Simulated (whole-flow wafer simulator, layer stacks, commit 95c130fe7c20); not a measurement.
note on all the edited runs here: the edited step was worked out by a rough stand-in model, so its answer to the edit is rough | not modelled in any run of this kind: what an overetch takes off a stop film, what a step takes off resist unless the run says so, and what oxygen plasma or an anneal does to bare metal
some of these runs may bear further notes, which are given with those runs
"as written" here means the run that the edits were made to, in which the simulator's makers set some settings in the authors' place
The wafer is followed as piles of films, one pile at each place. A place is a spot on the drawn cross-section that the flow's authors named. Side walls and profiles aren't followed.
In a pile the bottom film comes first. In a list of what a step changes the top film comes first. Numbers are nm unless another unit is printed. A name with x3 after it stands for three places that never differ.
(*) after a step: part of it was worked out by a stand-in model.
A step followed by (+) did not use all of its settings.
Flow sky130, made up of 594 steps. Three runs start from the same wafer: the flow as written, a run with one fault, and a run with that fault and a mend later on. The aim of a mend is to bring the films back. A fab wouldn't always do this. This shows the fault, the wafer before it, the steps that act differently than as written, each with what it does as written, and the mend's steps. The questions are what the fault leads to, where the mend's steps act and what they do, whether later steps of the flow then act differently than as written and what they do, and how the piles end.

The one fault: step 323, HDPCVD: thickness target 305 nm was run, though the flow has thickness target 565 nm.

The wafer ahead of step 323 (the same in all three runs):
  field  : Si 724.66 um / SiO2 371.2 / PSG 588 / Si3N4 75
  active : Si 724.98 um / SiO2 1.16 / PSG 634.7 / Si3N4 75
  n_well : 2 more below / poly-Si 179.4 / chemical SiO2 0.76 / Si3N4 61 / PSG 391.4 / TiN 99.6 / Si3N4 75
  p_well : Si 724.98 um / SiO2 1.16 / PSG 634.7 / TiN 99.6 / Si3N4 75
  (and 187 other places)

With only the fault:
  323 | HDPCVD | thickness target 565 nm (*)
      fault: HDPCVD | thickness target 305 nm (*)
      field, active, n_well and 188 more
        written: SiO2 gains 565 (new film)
        fault: SiO2 gains 305 (new film)
  Steps further on in the flow that do not act as written (not shown: 29 more steps that differ only slightly, by at most 2% or 0.5 nm, whichever is larger):
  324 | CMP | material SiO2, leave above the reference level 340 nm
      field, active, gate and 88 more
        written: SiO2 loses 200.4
        fault: nothing
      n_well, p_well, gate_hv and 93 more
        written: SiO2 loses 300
        fault: SiO2 loses 40
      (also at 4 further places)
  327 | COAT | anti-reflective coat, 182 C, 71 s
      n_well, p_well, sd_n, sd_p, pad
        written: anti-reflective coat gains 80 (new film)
        fault: anti-reflective coat gains 20.7 (new film)
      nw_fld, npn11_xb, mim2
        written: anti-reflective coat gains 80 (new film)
        fault: anti-reflective coat gains 54 (new film)
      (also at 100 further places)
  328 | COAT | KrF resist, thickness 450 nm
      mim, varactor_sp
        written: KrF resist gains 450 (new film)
        fault: KrF resist gains 435 (new film)
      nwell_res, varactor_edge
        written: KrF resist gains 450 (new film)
        fault: KrF resist gains 437.8 (new film)
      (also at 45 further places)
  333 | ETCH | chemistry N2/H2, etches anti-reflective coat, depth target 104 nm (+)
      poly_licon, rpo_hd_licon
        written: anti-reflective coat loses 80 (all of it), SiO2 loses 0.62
        fault: anti-reflective coat loses 32.1 (all of it), SiO2 loses 1.84
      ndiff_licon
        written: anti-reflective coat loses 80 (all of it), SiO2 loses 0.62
        fault: anti-reflective coat loses 61.7 (all of it), SiO2 loses 1.08
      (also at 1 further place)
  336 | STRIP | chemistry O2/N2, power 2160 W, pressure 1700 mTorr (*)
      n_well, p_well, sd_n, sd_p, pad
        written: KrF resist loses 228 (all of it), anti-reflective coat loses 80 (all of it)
        fault: KrF resist loses 230.8 (all of it), anti-reflective coat loses 20.7 (all of it)
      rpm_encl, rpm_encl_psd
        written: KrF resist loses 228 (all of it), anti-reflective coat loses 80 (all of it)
        fault: KrF resist loses 218.3 (all of it), anti-reflective coat loses 94.9 (all of it)
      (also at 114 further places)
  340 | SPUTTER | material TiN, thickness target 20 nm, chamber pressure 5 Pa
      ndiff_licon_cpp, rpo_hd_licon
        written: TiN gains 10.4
        fault: TiN gains 11.4
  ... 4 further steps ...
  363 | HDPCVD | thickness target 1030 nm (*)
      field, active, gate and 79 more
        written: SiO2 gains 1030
        fault: SiO2 gains 1030 (new film)
  By the end, the piles at field, active, gate and 90 more depart from the flow's by more than 2% or 0.5 nm, whichever is larger.
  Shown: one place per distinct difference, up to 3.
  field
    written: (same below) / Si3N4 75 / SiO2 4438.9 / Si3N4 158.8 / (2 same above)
    fault: (same below) / Si3N4 75 / SiO2 305 / TiN 20 / W 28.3 / SiO2 4085.6 / Si3N4 158.8 / (2 same above)
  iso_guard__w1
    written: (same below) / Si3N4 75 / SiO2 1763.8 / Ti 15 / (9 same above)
    fault: (same below) / Si3N4 75 / SiO2 305 / TiN 20 / W 28.3 / SiO2 1410.5 / Ti 15 / (9 same above)
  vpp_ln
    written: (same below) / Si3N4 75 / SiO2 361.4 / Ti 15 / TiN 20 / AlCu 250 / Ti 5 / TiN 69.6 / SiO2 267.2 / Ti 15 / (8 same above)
    fault: (same below) / Si3N4 75 / SiO2 305 / TiN 20 / W 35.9 / Ti 15 / TiN 20 / AlCu 250 / Ti 5 / TiN 69.6 / SiO2 267.8 / Ti 15 / (8 same above)

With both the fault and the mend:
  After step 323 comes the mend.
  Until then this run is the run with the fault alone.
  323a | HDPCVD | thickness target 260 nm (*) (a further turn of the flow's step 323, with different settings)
      field, active, n_well and 188 more
        SiO2 gains 260
  None of the later steps of the flow acts differently than as written at any place that is followed.
  At every place that both follow, the piles at the end match the flow's.
